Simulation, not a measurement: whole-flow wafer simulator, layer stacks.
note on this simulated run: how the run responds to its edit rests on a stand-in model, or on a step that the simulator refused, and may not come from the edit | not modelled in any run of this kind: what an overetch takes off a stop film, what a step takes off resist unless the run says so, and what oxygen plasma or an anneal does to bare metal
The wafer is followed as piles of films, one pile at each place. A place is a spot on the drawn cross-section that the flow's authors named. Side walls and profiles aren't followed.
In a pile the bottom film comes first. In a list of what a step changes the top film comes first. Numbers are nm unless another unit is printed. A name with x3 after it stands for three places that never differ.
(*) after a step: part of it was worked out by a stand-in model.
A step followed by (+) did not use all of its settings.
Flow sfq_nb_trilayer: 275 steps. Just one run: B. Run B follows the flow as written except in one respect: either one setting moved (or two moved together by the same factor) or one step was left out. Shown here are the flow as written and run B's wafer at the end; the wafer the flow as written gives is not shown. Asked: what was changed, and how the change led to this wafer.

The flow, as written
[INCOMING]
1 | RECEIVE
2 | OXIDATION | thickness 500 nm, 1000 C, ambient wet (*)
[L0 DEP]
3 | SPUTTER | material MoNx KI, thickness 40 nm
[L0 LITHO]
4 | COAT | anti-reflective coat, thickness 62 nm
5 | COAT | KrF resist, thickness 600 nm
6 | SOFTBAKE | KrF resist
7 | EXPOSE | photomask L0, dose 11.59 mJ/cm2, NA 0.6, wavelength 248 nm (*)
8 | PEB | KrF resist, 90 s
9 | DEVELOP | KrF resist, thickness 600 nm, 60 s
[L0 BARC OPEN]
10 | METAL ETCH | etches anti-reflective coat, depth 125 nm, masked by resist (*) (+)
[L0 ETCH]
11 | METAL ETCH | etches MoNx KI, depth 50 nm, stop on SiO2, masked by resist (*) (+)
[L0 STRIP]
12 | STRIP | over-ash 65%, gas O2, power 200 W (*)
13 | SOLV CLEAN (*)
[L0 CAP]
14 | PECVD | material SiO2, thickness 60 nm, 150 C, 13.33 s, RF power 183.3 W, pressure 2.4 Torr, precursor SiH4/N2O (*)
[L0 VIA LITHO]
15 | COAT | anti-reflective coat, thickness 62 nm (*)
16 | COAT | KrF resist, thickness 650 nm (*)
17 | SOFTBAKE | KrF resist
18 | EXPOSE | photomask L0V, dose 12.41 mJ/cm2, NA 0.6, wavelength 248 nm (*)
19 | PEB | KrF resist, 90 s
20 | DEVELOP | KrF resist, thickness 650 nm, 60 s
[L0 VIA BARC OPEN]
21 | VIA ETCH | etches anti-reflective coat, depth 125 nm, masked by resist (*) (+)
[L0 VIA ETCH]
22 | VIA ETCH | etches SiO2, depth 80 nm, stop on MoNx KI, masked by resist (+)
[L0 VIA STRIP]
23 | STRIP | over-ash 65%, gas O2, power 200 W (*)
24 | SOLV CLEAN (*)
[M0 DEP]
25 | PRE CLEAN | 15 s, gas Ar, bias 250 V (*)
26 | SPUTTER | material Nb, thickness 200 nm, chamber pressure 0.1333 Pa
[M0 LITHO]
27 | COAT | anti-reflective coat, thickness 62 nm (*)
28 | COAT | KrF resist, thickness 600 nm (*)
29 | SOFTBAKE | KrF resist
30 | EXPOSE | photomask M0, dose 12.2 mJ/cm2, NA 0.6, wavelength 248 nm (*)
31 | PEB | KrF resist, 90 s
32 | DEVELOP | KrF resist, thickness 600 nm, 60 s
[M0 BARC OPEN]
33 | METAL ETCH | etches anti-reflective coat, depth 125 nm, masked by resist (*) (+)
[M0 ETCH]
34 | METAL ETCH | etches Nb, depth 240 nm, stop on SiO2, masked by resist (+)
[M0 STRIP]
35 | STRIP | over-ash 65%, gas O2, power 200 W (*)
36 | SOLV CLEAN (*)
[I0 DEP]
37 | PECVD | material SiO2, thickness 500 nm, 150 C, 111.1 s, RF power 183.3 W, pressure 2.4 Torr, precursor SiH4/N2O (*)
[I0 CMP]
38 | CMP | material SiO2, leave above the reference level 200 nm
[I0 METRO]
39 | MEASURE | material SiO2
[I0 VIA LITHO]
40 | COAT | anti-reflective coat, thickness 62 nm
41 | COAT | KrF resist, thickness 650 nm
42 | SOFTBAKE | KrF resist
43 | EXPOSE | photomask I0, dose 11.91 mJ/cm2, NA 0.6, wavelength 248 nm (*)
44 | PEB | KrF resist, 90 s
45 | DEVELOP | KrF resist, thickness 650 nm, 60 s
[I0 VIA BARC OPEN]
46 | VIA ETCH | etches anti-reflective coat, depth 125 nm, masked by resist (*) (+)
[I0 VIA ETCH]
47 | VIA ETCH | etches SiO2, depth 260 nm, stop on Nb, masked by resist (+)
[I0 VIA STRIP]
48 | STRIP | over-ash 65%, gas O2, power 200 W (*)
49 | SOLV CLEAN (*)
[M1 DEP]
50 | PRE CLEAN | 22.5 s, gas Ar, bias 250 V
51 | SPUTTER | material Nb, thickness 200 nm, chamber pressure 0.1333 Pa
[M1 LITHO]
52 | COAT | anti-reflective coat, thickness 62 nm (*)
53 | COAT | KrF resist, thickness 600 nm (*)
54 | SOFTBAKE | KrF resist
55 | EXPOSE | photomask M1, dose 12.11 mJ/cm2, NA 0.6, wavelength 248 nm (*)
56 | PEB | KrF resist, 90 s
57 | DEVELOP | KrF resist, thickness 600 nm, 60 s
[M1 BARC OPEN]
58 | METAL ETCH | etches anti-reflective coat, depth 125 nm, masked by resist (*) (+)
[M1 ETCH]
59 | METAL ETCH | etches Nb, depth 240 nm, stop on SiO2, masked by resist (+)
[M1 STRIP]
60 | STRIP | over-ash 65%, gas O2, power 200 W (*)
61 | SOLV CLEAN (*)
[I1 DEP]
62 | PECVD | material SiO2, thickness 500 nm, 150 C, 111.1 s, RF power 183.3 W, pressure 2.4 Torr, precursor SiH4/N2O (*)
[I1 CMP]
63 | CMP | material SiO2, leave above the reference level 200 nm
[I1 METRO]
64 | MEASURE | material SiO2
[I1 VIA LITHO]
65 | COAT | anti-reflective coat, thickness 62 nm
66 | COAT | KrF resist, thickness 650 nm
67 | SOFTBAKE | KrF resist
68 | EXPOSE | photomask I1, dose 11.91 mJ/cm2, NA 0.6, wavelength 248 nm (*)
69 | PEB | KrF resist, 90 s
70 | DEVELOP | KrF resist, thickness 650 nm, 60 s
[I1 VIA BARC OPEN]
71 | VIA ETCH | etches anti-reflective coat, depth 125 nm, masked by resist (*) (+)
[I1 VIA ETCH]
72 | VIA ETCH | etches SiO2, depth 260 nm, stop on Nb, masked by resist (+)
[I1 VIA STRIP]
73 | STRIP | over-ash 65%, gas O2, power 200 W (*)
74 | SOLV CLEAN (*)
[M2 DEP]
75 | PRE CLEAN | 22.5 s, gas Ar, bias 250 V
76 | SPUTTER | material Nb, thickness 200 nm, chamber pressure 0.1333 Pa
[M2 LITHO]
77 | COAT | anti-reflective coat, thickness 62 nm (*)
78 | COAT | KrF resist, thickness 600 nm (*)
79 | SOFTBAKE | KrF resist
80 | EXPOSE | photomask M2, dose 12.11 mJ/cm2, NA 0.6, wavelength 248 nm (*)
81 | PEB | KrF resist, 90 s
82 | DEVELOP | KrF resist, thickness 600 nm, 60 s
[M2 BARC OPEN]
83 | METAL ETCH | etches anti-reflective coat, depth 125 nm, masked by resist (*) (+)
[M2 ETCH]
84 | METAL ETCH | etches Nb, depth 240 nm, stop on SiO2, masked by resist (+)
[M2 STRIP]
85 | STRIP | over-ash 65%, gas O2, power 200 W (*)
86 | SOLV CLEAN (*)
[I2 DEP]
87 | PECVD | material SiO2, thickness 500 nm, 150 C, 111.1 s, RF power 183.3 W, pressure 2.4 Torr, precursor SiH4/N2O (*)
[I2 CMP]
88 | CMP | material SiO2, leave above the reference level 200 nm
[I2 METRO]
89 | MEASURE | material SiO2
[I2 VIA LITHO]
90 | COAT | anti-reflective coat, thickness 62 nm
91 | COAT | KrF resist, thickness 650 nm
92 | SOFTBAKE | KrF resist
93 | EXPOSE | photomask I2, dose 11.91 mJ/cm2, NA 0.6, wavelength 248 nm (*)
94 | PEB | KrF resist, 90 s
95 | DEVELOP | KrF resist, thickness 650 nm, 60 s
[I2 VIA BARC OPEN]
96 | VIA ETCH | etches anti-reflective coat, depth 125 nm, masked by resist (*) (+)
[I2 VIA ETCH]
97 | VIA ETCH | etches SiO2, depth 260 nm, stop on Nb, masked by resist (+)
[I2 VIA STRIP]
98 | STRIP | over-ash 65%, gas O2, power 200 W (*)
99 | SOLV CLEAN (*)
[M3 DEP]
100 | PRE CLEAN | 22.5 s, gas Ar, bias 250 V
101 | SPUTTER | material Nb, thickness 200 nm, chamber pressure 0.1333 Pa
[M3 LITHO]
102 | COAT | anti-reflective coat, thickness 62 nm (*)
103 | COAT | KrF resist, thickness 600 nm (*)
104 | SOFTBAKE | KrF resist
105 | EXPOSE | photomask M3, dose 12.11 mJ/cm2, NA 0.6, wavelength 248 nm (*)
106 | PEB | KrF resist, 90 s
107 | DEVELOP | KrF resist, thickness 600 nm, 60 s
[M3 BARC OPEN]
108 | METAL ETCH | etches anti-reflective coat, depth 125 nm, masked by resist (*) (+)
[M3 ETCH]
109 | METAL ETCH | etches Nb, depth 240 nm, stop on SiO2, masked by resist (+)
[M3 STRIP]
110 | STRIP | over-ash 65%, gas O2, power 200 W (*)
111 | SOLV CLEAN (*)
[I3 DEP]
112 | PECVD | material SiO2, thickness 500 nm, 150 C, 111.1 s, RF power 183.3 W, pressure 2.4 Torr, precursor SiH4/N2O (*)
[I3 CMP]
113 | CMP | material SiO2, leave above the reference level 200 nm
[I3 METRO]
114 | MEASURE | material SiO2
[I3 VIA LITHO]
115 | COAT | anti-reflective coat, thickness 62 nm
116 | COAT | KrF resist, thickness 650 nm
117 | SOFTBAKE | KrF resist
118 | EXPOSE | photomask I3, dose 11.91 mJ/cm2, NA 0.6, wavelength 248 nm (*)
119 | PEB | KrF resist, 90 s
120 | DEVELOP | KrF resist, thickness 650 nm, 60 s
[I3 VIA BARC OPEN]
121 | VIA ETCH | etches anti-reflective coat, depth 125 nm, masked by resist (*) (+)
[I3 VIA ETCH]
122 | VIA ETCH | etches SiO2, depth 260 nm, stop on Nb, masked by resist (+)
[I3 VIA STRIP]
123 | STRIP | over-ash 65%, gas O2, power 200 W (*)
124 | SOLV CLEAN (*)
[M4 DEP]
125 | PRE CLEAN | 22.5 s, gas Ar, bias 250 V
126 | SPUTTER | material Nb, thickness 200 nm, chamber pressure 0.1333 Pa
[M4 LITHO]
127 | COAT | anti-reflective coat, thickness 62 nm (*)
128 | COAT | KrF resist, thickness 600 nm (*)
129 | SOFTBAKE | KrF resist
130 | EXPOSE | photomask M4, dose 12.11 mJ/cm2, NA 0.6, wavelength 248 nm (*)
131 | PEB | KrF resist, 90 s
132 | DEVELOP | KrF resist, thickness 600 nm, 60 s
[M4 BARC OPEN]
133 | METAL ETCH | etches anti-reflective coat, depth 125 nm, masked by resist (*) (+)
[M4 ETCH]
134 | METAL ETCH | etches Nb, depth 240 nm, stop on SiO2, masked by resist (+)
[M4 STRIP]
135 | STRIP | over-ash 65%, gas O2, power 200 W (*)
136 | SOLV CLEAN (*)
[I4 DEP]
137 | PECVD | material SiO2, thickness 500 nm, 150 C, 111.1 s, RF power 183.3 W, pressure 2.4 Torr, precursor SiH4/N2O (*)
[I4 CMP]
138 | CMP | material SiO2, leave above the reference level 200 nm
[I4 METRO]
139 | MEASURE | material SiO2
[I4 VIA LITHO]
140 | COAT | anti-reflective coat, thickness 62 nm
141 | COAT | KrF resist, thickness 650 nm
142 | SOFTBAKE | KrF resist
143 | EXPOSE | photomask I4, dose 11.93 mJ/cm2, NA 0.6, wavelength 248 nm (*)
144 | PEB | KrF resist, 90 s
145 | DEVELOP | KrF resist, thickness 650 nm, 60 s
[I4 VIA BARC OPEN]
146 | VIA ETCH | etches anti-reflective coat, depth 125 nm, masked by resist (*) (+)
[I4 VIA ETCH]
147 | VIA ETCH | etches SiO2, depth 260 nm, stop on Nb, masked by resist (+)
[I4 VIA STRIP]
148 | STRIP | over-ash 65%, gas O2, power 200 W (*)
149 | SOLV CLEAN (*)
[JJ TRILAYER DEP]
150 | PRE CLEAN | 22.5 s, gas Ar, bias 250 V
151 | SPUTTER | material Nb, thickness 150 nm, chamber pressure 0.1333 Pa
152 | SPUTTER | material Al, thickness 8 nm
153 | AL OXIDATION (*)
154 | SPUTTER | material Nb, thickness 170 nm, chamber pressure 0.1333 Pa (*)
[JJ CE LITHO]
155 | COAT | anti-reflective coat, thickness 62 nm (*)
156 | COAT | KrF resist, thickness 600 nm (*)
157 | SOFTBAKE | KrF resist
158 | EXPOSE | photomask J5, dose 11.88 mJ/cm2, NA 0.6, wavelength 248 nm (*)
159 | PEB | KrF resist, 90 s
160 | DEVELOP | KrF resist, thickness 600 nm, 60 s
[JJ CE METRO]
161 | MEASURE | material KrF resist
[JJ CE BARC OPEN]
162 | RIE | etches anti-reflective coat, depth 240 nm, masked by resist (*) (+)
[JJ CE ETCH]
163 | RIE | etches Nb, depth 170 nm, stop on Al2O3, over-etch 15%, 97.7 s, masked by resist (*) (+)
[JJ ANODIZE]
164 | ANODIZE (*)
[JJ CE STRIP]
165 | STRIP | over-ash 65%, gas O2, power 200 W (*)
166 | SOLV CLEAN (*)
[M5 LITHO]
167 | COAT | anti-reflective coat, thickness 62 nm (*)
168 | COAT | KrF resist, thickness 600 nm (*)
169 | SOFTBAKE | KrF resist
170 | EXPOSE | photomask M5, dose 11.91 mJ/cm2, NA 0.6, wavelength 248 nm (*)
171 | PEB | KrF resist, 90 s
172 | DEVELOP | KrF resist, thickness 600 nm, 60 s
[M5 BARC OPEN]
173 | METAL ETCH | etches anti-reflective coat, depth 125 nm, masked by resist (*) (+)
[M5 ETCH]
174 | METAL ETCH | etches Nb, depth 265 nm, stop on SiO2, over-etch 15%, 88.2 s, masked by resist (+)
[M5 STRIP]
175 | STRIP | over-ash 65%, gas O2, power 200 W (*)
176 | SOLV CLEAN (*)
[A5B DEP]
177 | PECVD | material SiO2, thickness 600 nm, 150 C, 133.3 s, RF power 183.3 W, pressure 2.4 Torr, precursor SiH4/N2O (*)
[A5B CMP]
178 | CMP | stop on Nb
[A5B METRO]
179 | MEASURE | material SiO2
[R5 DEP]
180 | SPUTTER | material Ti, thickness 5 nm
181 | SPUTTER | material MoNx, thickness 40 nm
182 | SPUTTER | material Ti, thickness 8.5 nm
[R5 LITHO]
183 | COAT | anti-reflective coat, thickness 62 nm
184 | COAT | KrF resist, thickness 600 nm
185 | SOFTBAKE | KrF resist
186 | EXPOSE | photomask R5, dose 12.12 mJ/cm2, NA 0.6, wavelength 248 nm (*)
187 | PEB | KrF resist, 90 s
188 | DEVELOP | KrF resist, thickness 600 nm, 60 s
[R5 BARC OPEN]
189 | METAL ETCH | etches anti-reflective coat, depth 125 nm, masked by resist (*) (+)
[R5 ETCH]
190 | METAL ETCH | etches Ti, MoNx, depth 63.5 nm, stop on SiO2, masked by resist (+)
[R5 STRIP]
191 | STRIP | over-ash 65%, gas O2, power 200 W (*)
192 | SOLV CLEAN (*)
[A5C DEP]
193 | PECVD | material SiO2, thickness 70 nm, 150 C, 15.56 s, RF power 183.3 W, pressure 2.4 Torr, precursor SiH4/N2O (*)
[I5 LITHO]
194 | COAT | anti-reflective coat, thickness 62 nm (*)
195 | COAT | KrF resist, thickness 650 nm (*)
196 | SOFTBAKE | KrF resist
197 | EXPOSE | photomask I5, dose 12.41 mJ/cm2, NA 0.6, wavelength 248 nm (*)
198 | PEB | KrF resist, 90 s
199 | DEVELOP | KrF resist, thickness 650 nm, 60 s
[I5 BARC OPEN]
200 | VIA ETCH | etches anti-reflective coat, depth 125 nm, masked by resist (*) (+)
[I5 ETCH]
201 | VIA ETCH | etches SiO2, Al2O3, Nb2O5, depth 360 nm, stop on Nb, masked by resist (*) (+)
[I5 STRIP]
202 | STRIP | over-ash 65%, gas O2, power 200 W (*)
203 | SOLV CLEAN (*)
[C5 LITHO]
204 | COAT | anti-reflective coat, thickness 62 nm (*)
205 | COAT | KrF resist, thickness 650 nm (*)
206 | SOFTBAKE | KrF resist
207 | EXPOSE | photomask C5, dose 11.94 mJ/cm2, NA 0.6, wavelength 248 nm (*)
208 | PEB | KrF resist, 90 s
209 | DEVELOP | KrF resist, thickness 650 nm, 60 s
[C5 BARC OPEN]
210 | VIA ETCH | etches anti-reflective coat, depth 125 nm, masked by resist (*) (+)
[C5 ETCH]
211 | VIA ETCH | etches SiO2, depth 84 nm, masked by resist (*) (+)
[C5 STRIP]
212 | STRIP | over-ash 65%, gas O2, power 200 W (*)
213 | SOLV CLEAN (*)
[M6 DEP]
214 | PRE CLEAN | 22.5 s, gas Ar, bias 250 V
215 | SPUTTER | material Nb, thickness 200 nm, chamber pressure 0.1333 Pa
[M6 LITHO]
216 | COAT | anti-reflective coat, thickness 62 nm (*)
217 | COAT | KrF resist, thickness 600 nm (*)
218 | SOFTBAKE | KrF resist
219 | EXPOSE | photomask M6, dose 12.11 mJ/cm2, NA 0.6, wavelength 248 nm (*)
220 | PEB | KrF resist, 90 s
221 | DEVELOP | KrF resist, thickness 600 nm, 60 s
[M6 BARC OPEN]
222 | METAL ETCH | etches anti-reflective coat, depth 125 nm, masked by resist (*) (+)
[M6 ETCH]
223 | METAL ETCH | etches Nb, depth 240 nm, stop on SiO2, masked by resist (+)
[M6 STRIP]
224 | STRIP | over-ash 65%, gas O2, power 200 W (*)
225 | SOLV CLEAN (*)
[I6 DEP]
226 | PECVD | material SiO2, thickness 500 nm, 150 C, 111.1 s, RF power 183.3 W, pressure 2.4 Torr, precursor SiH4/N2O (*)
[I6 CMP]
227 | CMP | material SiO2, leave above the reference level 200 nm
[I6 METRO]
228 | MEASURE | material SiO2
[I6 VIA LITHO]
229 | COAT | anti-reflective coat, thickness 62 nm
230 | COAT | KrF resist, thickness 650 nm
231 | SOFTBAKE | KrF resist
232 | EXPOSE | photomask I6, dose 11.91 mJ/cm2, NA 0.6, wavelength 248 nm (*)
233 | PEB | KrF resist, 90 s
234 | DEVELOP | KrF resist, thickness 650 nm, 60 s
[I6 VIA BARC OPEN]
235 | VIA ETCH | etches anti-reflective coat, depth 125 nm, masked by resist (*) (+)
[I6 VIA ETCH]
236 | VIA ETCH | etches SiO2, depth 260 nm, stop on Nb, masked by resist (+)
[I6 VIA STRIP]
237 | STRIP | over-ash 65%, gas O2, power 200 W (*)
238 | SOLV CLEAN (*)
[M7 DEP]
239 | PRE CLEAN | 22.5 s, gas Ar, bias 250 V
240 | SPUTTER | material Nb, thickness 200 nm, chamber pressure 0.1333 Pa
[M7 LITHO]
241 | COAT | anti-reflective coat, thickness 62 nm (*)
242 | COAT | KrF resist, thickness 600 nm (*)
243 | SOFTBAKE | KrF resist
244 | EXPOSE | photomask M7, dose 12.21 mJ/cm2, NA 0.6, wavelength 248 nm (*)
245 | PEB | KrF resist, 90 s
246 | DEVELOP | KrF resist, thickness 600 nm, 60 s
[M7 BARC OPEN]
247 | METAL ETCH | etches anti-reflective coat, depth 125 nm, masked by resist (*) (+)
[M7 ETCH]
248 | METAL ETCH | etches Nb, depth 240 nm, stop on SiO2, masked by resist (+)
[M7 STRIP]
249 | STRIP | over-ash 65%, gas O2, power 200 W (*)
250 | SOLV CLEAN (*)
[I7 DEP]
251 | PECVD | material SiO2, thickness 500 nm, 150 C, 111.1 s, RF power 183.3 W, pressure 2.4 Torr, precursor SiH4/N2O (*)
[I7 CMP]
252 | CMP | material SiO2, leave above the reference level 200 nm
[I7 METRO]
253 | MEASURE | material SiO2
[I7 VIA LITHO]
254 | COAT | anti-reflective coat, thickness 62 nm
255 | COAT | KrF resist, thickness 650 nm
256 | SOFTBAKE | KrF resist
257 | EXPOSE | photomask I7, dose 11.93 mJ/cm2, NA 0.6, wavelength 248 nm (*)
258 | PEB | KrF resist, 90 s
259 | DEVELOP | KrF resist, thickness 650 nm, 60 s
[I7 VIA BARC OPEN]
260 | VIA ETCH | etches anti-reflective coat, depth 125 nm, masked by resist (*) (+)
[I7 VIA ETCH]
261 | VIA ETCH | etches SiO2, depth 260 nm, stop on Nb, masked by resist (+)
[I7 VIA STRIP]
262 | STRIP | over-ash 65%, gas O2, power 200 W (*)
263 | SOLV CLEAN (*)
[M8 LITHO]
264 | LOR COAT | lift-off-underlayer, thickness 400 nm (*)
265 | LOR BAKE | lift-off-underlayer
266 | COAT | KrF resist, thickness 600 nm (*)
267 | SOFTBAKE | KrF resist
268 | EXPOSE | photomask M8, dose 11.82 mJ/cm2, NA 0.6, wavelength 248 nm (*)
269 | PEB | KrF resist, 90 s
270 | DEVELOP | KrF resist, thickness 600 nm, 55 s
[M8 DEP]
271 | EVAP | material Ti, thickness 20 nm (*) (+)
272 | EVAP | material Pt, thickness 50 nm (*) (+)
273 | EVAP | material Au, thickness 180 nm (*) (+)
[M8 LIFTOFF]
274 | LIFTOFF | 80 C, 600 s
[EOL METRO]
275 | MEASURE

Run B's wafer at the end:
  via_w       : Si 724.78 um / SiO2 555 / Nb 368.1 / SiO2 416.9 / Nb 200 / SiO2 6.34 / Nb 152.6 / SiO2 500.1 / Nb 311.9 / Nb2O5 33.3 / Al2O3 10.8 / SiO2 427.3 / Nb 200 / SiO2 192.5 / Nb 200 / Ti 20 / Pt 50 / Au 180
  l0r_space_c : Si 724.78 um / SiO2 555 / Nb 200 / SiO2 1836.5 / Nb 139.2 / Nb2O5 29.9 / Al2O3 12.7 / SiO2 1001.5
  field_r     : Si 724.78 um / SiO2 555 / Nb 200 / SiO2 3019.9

Cause: step 88, CMP: leave above the reference level 274 nm was run, whereas the flow has leave above the reference level 200 nm.

The path from the change to this, step by step:
  88 | CMP | material SiO2, leave above the reference level 200 nm
      field_l, be, be_sur and 81 more: -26 SiO2 (as written it would have been: -100 SiO2)
      v_sur, via_wl, via_w and 18 more: -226 SiO2 (as written it would have been: -300 SiO2)
      (as well as at 1 more place)
  97 | VIA ETCH | etches SiO2, depth 260 nm, stop on Nb, masked by resist (+)
      via_w: -260 SiO2 (as written it would have been: -199.8 SiO2 (all of it))
  100 | PRE CLEAN | 22.5 s, gas Ar, bias 250 V
      via_w: -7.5 SiO2 (as written it would have been: -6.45 Nb)
  101 | SPUTTER | material Nb, thickness 200 nm, chamber pressure 0.1333 Pa
      via_w: +152.6 Nb (new film) (as written it would have been: +165.5 Nb)
  102 | COAT | anti-reflective coat, thickness 62 nm (*)
      via_wl, via_wr: +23 anti-reflective coat (new film) (as written it would have been: +34.2 anti-reflective coat (new film))
      v_sur: +55.7 anti-reflective coat (new film) (as written it would have been: +61.1 anti-reflective coat (new film))
      (as well as at 2 more places)
  103 | COAT | KrF resist, thickness 600 nm (*)
      via_w: +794 KrF resist (new film) (as written it would have been: +737.9 KrF resist (new film))
  110 | STRIP | over-ash 65%, gas O2, power 200 W (*)
      v_sur: -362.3 KrF resist (all of it), -55.7 anti-reflective coat (all of it) (as written it would have been: -365.3 KrF resist (all of it), -61.1 anti-reflective coat (all of it))
      via_wl: -383.9 KrF resist (all of it), -23 anti-reflective coat (all of it) (as written it would have been: -384.2 KrF resist (all of it), -34.2 anti-reflective coat (all of it))
      (as well as at 3 more places)
  112 | PECVD | material SiO2, thickness 500 nm, 150 C, 111.1 s, RF power 183.3 W, pressure 2.4 Torr, precursor SiH4/N2O (*)
      via_w: +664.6 SiO2 (new film) (as written it would have been: +615 SiO2 (new film))
  113 | CMP | material SiO2, leave above the reference level 200 nm
      via_w: -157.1 SiO2 (as written it would have been: -181.6 SiO2)
With metal films that touch counted as one body, via_w has 6 bodies (between them, from the top down: SiO2 192.5; SiO2 427.3 / Al2O3 10.8 / Nb2O5 33.3; SiO2 500.1; SiO2 6.34; SiO2 416.9); the flow as written gives 5 bodies (between them, from the top down: SiO2 192.5; SiO2 427.3 / Al2O3 10.8 / Nb2O5 33.3; SiO2 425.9; SiO2 416.9).
